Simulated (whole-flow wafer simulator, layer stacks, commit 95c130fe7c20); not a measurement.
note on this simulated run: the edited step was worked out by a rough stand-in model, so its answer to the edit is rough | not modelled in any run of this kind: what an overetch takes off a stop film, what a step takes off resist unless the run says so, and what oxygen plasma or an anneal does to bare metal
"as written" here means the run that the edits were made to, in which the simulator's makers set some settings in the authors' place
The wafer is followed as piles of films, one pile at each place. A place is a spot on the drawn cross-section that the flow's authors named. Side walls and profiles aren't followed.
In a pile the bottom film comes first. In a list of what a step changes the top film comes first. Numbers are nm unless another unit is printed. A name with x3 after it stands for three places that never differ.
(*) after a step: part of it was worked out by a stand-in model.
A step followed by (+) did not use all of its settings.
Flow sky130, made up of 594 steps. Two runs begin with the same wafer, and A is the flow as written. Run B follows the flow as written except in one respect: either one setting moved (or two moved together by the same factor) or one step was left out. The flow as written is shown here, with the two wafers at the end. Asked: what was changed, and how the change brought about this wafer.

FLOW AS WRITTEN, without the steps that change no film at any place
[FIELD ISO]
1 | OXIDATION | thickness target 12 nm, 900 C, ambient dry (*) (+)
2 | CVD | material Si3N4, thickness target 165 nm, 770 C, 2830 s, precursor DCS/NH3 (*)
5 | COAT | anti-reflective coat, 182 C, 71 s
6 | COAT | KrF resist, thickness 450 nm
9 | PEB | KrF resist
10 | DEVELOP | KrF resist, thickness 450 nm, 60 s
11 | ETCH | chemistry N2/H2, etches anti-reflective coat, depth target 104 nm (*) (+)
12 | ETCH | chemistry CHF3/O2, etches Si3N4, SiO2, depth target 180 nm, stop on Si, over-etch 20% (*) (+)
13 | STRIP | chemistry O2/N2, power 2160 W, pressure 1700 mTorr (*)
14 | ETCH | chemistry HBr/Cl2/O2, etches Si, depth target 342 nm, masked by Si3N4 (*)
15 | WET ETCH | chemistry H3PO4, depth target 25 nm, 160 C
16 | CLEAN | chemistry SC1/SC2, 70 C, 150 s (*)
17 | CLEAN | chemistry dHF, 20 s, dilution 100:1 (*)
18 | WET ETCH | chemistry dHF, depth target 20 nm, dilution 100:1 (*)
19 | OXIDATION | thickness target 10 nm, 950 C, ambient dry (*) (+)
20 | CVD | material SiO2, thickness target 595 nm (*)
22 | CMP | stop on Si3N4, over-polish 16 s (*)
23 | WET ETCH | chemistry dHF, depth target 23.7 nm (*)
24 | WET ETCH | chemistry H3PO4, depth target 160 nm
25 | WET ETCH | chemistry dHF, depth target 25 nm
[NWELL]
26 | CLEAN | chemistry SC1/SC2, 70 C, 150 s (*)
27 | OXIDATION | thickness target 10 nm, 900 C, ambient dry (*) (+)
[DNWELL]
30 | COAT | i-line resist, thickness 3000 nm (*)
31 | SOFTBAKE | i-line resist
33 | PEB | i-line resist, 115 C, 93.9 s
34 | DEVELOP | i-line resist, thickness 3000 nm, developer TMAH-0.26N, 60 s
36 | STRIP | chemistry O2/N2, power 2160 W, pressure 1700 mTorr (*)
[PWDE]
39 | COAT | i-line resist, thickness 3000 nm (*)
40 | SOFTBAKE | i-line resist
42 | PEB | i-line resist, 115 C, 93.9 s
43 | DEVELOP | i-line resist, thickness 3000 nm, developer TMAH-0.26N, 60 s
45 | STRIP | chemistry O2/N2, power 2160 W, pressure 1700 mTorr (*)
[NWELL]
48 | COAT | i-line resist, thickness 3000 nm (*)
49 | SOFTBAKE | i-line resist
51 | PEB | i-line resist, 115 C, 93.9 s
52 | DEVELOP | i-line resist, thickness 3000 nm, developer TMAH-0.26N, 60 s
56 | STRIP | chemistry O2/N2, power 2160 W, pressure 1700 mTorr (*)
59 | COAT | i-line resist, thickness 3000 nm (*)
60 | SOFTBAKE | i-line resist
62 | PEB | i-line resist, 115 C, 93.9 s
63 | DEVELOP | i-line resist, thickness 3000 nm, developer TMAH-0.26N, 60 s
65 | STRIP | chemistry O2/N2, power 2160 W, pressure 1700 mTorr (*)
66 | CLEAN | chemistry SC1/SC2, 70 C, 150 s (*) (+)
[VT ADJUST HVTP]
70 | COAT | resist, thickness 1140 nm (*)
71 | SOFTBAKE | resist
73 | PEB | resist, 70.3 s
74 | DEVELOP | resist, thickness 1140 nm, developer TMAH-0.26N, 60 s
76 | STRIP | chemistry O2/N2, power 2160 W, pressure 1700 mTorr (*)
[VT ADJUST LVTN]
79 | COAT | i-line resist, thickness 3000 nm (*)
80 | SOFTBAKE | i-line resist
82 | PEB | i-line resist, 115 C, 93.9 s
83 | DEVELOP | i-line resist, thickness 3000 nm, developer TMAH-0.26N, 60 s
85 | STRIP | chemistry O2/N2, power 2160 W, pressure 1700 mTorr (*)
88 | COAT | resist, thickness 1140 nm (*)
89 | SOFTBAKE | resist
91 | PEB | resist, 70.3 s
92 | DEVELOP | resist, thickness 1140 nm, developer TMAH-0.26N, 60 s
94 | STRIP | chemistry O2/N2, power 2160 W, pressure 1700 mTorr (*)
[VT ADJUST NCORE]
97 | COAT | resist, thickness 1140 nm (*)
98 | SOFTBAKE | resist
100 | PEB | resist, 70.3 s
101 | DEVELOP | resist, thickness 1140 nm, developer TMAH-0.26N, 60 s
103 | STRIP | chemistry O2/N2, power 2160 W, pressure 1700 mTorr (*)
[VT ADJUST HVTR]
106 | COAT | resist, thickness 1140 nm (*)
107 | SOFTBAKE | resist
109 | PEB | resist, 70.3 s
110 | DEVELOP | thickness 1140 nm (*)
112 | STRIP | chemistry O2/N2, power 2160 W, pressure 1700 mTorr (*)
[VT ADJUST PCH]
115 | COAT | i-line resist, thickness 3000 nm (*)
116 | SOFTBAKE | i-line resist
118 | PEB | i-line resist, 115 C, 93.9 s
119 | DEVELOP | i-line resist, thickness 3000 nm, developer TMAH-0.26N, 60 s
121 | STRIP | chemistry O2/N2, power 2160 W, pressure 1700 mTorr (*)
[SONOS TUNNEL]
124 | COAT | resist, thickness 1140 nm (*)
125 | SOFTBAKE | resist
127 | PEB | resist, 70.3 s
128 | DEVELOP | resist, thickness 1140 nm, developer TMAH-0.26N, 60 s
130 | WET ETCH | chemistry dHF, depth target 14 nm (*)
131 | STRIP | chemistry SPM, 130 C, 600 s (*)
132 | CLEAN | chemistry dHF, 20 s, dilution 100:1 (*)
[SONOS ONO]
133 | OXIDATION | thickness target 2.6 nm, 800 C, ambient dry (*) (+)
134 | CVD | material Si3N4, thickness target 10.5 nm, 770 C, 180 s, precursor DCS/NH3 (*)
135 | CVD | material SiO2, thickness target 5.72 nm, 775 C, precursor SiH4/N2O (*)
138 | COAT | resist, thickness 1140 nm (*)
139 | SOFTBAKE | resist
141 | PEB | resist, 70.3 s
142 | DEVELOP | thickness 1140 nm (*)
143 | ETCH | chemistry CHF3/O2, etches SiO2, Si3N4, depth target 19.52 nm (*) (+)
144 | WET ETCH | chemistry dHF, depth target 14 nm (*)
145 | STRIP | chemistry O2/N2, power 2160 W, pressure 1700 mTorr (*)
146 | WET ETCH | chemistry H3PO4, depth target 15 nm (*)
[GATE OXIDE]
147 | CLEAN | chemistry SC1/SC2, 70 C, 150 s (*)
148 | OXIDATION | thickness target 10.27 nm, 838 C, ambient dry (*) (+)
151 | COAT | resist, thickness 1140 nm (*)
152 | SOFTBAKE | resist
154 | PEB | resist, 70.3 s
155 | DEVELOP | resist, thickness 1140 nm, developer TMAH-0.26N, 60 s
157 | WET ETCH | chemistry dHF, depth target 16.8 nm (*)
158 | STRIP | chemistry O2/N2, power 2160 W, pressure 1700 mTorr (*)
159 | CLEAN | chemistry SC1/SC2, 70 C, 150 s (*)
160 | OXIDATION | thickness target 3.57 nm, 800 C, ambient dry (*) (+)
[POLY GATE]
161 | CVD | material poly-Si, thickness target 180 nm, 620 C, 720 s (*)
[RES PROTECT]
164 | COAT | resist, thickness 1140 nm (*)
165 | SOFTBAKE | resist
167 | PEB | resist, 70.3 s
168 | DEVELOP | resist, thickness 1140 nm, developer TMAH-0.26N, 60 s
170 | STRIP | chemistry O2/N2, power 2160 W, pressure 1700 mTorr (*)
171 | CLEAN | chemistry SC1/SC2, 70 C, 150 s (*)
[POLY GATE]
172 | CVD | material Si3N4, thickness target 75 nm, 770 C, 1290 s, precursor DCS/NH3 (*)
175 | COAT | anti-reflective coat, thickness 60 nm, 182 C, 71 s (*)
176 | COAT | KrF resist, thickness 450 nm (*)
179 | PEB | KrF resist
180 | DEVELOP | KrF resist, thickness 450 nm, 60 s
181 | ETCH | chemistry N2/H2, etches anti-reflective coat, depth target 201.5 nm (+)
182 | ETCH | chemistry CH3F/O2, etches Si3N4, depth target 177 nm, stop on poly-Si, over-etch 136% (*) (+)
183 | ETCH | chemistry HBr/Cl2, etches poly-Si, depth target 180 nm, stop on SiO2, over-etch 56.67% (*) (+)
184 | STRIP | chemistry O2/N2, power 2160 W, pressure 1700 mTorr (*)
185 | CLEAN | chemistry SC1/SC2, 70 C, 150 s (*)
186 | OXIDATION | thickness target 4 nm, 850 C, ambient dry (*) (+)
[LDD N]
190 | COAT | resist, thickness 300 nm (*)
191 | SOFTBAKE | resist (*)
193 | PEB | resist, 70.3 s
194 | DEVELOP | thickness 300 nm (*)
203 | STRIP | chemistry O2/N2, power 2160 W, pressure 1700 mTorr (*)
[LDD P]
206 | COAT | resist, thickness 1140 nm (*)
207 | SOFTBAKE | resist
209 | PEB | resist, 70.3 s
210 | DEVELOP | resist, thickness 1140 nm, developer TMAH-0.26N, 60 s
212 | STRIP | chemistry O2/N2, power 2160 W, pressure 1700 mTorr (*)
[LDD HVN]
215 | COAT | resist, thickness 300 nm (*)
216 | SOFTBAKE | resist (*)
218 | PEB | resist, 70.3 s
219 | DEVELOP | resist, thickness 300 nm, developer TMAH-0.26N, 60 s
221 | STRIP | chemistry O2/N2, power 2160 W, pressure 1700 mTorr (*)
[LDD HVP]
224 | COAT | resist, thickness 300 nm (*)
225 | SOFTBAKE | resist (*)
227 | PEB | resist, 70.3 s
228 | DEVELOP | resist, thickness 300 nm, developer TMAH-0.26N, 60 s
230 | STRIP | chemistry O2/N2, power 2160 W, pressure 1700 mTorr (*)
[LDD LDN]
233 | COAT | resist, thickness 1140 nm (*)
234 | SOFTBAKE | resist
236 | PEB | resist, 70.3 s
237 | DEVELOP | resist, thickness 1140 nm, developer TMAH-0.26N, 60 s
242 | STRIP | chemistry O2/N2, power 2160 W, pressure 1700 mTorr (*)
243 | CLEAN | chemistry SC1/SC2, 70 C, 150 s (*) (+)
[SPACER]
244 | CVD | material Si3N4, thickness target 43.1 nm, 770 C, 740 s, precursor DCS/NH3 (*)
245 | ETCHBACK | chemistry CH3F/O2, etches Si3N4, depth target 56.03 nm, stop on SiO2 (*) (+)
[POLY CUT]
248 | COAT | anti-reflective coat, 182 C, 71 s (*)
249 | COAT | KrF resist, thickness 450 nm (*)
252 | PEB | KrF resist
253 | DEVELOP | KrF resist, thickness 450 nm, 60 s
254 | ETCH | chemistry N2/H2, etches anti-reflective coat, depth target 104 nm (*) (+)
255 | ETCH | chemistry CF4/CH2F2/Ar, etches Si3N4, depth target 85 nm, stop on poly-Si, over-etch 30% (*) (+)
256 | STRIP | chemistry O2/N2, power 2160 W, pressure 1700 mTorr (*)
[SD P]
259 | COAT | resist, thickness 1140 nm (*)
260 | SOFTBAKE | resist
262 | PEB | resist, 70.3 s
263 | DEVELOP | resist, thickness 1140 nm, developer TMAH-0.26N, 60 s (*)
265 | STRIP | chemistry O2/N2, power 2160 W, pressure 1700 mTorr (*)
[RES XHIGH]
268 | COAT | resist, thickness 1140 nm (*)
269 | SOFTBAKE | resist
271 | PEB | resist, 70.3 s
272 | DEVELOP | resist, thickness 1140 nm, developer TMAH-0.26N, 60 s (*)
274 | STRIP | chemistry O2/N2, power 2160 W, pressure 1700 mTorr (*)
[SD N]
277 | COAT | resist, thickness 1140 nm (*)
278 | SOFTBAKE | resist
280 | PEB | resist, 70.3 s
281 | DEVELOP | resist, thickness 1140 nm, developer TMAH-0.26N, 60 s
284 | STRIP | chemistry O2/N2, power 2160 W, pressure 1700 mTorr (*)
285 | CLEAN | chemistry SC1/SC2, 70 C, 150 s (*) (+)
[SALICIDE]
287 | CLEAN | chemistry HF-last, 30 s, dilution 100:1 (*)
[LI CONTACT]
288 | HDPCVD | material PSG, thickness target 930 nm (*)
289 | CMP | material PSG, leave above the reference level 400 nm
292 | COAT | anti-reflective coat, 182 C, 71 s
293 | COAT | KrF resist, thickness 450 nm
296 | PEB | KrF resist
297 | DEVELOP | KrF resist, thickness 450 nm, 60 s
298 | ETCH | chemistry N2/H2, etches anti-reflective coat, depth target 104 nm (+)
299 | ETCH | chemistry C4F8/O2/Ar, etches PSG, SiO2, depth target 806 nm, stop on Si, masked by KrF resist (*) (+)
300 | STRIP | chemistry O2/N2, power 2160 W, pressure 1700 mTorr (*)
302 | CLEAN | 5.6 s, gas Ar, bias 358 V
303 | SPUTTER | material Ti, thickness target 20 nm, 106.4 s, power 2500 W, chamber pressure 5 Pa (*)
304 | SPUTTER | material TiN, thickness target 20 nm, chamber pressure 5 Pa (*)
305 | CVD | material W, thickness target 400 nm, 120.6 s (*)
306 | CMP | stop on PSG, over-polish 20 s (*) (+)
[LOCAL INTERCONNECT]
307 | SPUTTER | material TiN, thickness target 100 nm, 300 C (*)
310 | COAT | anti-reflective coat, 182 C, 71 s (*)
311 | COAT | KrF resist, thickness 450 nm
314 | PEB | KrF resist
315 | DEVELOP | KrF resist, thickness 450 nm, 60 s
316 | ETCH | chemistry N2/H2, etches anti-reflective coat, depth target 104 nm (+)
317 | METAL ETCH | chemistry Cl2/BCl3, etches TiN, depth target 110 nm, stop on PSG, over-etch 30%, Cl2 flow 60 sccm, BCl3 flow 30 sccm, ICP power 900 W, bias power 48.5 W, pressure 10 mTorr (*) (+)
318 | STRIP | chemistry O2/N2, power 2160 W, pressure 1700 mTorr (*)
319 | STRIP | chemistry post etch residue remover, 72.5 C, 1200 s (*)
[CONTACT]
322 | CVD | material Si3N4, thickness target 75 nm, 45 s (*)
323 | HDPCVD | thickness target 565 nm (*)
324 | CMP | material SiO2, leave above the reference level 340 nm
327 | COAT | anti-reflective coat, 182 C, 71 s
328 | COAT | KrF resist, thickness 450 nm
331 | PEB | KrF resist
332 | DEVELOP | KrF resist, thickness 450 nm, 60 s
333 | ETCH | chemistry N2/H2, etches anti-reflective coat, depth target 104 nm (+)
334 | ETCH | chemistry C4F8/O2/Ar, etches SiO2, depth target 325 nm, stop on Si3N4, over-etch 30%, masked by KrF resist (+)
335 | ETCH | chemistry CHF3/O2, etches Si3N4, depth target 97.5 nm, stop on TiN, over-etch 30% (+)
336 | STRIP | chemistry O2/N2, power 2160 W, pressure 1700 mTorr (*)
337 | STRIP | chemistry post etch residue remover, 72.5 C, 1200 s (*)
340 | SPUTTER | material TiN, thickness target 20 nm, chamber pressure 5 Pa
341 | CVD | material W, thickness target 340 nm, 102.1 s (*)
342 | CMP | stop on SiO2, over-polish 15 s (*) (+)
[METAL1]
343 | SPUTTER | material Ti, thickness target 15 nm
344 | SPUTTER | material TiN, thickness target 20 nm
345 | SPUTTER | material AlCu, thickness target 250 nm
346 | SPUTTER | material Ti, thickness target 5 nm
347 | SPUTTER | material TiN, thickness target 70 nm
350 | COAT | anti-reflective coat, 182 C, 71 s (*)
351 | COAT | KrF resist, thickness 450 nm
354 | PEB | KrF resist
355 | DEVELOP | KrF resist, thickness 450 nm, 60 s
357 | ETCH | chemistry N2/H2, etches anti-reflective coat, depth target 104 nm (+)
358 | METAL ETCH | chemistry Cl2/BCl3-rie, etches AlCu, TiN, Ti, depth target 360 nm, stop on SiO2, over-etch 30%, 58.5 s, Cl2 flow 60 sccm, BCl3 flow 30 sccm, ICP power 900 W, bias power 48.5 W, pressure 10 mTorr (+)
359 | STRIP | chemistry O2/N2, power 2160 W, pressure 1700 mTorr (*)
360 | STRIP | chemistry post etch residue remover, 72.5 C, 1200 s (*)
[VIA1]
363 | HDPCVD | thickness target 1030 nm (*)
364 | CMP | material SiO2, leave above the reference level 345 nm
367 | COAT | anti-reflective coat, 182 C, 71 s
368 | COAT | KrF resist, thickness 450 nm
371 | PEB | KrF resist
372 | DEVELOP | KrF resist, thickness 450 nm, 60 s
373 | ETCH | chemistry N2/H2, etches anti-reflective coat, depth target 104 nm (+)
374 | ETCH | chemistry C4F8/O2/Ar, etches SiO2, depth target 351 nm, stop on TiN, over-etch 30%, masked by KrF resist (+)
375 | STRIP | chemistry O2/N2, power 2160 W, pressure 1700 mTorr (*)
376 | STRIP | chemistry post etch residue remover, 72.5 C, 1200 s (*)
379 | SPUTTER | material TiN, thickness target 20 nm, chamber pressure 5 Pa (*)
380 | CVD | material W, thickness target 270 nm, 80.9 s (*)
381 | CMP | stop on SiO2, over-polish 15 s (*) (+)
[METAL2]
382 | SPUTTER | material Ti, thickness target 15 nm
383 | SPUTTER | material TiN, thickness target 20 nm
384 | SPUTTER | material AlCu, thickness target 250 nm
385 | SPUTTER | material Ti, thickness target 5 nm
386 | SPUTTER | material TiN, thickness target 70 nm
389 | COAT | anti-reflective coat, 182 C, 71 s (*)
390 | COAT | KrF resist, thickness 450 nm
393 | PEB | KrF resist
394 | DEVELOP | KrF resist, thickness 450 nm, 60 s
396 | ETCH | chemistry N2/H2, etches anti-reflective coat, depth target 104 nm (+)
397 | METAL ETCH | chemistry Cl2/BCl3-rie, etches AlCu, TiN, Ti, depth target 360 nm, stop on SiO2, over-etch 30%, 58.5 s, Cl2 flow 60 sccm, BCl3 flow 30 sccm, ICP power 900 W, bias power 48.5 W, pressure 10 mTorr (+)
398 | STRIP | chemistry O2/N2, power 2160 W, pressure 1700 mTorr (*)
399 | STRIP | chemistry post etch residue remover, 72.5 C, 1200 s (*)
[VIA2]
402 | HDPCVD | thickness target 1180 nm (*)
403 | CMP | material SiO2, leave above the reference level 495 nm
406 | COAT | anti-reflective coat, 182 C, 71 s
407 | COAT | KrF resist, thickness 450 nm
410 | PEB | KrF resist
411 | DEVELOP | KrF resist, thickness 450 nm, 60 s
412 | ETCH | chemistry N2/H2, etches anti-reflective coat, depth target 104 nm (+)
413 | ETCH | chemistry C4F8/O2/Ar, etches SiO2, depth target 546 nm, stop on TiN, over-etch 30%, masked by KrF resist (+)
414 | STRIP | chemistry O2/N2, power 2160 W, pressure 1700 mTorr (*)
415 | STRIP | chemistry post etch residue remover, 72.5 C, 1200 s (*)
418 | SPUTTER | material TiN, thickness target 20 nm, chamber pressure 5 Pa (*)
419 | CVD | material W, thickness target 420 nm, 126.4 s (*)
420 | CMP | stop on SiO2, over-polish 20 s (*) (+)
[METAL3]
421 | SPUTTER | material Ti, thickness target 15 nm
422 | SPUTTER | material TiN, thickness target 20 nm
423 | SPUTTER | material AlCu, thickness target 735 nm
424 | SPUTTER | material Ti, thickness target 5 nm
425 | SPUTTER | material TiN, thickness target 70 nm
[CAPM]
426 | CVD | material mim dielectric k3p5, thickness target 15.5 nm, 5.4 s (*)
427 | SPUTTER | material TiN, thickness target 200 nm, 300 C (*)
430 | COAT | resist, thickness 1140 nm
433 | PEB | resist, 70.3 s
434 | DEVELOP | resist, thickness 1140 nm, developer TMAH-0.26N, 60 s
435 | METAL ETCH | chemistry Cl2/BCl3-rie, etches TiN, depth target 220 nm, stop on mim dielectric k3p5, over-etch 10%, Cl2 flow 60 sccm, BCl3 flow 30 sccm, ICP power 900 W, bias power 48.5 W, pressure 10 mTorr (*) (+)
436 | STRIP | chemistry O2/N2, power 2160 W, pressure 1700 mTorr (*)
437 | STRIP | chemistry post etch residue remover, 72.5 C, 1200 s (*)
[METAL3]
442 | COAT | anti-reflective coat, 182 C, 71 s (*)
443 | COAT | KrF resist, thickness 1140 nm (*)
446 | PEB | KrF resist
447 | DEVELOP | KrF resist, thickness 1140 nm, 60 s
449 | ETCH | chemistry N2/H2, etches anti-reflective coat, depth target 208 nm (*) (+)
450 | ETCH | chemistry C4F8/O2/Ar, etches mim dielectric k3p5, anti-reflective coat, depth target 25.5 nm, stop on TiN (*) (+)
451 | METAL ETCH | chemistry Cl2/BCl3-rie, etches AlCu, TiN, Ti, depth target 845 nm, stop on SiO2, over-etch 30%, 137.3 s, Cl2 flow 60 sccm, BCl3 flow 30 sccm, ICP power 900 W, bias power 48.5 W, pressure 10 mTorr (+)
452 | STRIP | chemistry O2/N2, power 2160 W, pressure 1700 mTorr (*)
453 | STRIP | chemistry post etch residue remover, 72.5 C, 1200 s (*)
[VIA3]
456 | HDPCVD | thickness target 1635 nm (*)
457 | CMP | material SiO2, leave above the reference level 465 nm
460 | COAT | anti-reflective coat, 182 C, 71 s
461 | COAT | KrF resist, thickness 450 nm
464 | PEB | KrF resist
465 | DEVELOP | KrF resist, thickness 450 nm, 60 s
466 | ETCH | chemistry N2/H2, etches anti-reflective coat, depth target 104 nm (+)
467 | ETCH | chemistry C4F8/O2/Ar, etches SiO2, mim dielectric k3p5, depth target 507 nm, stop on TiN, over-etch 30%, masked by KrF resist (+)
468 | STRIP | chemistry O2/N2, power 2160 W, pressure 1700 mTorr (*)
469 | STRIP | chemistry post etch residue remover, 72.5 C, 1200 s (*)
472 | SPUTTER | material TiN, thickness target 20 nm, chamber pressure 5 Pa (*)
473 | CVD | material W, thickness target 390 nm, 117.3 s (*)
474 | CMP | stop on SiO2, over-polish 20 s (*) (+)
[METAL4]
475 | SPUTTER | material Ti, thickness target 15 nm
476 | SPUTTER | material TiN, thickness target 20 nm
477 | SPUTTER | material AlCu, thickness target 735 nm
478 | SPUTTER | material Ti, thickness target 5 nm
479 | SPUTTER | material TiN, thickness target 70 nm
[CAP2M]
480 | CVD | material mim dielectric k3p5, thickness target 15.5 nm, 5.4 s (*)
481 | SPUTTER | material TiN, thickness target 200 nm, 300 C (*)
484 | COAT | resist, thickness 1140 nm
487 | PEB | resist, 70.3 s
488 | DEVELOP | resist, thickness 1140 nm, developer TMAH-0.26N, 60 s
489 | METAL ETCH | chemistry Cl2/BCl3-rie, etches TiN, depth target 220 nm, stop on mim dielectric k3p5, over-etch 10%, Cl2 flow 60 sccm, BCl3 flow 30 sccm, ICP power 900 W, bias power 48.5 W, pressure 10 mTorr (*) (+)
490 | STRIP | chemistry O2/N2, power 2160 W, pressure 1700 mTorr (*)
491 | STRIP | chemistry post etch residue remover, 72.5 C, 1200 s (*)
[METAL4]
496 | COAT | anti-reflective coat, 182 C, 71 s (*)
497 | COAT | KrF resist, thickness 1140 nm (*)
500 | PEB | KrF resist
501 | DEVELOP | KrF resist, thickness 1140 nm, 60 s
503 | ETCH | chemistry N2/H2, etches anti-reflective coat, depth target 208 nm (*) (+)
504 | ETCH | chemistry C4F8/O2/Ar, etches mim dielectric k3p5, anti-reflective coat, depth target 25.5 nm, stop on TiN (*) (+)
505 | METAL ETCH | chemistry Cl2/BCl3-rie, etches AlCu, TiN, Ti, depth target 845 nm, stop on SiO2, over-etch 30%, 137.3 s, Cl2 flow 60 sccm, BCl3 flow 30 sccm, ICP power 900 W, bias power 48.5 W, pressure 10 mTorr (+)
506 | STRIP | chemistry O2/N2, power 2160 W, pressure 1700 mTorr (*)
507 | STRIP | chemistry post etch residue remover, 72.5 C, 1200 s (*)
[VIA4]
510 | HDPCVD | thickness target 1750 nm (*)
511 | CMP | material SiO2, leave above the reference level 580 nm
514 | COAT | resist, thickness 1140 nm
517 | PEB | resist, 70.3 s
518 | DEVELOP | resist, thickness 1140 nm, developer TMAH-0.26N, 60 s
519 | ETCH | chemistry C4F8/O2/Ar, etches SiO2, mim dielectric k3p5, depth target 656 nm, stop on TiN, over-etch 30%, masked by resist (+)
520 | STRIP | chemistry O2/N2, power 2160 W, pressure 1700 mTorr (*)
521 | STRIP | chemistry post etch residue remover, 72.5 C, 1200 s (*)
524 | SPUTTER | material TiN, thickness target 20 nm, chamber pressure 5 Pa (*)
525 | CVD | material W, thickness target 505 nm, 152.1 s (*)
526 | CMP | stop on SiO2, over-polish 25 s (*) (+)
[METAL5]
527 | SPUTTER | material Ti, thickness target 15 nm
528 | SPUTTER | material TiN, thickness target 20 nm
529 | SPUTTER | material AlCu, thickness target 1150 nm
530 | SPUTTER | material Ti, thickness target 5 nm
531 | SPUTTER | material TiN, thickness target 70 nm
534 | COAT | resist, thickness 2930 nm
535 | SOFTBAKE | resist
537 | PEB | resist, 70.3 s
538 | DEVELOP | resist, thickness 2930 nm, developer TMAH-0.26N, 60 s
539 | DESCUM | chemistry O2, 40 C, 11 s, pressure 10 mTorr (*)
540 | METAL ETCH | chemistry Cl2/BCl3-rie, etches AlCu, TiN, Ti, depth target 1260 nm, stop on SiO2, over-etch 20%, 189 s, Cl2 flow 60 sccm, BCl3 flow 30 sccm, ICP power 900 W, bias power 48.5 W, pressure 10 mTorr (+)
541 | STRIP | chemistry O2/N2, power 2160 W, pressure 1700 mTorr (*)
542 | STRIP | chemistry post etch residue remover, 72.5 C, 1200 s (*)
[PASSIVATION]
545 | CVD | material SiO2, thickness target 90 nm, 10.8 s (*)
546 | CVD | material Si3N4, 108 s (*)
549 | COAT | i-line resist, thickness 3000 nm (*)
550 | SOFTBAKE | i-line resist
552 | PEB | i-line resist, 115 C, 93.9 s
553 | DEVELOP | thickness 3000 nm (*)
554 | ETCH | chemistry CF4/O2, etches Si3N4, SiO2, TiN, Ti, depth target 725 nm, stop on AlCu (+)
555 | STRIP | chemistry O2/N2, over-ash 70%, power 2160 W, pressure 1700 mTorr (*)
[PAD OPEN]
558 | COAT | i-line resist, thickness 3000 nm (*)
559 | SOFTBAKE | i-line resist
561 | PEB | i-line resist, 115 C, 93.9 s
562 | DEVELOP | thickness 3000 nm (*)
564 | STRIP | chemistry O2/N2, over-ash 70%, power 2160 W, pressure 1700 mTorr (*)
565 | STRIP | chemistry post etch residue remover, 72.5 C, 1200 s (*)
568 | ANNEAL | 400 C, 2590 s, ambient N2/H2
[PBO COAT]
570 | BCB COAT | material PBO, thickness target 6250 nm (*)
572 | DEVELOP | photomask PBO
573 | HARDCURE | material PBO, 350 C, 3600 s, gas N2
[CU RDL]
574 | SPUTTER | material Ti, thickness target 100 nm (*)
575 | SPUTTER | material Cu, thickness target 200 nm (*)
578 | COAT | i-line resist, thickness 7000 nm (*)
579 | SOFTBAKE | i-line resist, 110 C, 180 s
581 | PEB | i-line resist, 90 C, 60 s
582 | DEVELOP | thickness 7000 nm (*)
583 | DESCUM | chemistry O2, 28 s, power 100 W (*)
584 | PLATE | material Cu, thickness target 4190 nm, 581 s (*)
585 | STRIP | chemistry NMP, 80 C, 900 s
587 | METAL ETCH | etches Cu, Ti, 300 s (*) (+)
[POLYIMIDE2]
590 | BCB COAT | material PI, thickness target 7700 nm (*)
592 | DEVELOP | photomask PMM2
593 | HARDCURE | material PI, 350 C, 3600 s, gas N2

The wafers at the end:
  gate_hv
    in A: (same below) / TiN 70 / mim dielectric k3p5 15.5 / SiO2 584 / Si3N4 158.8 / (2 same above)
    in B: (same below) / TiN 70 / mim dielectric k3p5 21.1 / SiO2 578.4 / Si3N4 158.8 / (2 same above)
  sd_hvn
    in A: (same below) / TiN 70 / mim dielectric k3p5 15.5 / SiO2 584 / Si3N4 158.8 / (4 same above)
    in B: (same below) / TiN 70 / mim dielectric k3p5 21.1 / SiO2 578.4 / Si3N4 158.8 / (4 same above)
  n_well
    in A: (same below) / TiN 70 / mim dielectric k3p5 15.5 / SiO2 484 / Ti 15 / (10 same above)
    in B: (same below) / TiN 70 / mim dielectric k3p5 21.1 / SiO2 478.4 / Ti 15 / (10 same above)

The reason: step 480, CVD: thickness target 21.1 nm was run, though the flow has thickness target 15.5 nm; step 480, CVD: 7.34 s was run, where the flow has 5.4 s.
The wafer lets one read it off: gate_hv has mim dielectric k3p5 21.1, and step 480 as written asks for 15.5 nm.

Step by step, how the change led to this:
  480 | CVD | material mim dielectric k3p5, thickness target 15.5 nm, 5.4 s (*)
      field, active, n_well and 189 more: A +15.5 mim dielectric k3p5 (new film) | B +21.1 mim dielectric k3p5 (new film)
  504 | ETCH | chemistry C4F8/O2/Ar, etches mim dielectric k3p5, anti-reflective coat, depth target 25.5 nm, stop on TiN (*) (+)
      n_well, p_well, gate_hv and 102 more: A -15.5 KrF resist | B -17 KrF resist
      field, active, gate and 85 more: A -15.5 mim dielectric k3p5 (all of it) | B -21.1 mim dielectric k3p5 (all of it)
  519 | ETCH | chemistry C4F8/O2/Ar, etches SiO2, mim dielectric k3p5, depth target 656 nm, stop on TiN, over-etch 30%, masked by resist (+)
      m1: A -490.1 SiO2 (all of it), -15.5 mim dielectric k3p5 (all of it) | B -484.5 SiO2 (all of it), -21.1 mim dielectric k3p5 (all of it)
      via4_hole: A -489.5 SiO2 (all of it), -15.5 mim dielectric k3p5 (all of it) | B -483.9 SiO2 (all of it), -21.1 mim dielectric k3p5 (all of it)
